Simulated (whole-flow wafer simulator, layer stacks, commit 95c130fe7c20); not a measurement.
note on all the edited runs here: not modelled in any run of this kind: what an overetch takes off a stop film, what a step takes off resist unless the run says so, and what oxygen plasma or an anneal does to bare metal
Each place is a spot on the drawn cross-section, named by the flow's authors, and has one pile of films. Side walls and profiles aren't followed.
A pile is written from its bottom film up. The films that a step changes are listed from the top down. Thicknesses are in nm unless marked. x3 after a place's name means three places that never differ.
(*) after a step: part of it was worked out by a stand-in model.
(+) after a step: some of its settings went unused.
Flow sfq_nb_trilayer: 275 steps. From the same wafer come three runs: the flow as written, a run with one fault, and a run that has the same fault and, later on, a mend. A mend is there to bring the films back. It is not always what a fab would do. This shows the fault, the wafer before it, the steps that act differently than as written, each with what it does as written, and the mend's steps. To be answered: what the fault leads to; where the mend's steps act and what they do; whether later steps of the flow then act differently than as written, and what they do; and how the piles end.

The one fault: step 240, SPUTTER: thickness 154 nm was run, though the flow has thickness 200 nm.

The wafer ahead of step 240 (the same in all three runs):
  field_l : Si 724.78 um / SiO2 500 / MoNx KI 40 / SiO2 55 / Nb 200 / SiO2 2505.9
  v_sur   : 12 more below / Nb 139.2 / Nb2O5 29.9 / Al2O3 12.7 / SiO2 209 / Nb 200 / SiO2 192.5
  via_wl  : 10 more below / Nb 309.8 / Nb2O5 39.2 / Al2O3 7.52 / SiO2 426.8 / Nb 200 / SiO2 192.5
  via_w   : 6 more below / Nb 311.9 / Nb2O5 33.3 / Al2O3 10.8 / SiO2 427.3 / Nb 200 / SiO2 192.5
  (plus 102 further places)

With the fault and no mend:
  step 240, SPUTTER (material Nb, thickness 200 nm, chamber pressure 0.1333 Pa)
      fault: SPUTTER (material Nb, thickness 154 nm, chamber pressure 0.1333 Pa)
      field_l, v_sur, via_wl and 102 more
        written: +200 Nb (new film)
        fault: +154 Nb (new film)
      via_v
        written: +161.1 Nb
        fault: +123.9 Nb
  Steps later in the flow that act otherwise than as written (2 other steps are not shown; they differ only slightly, by no more than 2% or 0.5 nm, whichever is larger):
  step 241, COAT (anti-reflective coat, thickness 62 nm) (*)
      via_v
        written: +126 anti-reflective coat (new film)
        fault: +123.2 anti-reflective coat (new film)
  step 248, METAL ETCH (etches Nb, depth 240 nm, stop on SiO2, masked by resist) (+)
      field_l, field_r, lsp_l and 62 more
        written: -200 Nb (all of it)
        fault: -154 Nb (all of it)
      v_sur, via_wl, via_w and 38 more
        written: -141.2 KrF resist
        fault: -135.9 KrF resist
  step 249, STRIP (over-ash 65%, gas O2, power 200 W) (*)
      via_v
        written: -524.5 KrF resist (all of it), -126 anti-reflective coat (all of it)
        fault: -524.7 KrF resist (all of it), -123.2 anti-reflective coat (all of it)
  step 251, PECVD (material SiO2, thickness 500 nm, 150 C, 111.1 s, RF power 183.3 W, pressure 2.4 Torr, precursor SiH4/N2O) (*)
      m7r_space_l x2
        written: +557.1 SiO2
        fault: +511.1 SiO2
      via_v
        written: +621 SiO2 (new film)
        fault: +607.3 SiO2 (new film)
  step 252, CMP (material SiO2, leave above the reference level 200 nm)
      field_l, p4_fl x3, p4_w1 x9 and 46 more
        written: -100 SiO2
        fault: -146 SiO2
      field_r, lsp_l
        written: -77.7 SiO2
        fault: -128.8 SiO2
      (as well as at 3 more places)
  At v_sur, via_wl, via_w and 86 more, the piles at the end differ from the flow's by more than 2% or 0.5 nm, whichever is larger.
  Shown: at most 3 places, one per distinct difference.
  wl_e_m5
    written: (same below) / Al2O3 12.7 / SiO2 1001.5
    fault: (same below) / Al2O3 12.7 / SiO2 955.5
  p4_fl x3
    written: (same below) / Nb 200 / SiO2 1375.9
    fault: (same below) / Nb 200 / SiO2 1329.9
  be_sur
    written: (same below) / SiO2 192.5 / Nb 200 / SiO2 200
    fault: (same below) / SiO2 192.5 / Nb 154 / SiO2 200

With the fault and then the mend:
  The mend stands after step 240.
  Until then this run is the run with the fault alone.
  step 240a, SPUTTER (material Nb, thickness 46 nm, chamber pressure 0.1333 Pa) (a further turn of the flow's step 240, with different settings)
      field_l, v_sur, via_wl and 102 more
        +46 Nb
      via_v
        +33.9 Nb
  Later steps of the flow that are run all act as written at every place that is followed, up to a difference of at most 2% or 0.5 nm, whichever is larger.
  When the end is reached, the piles differ only a little from the flow's at the places that both follow, at most by 2% or 0.5 nm, whichever is larger.
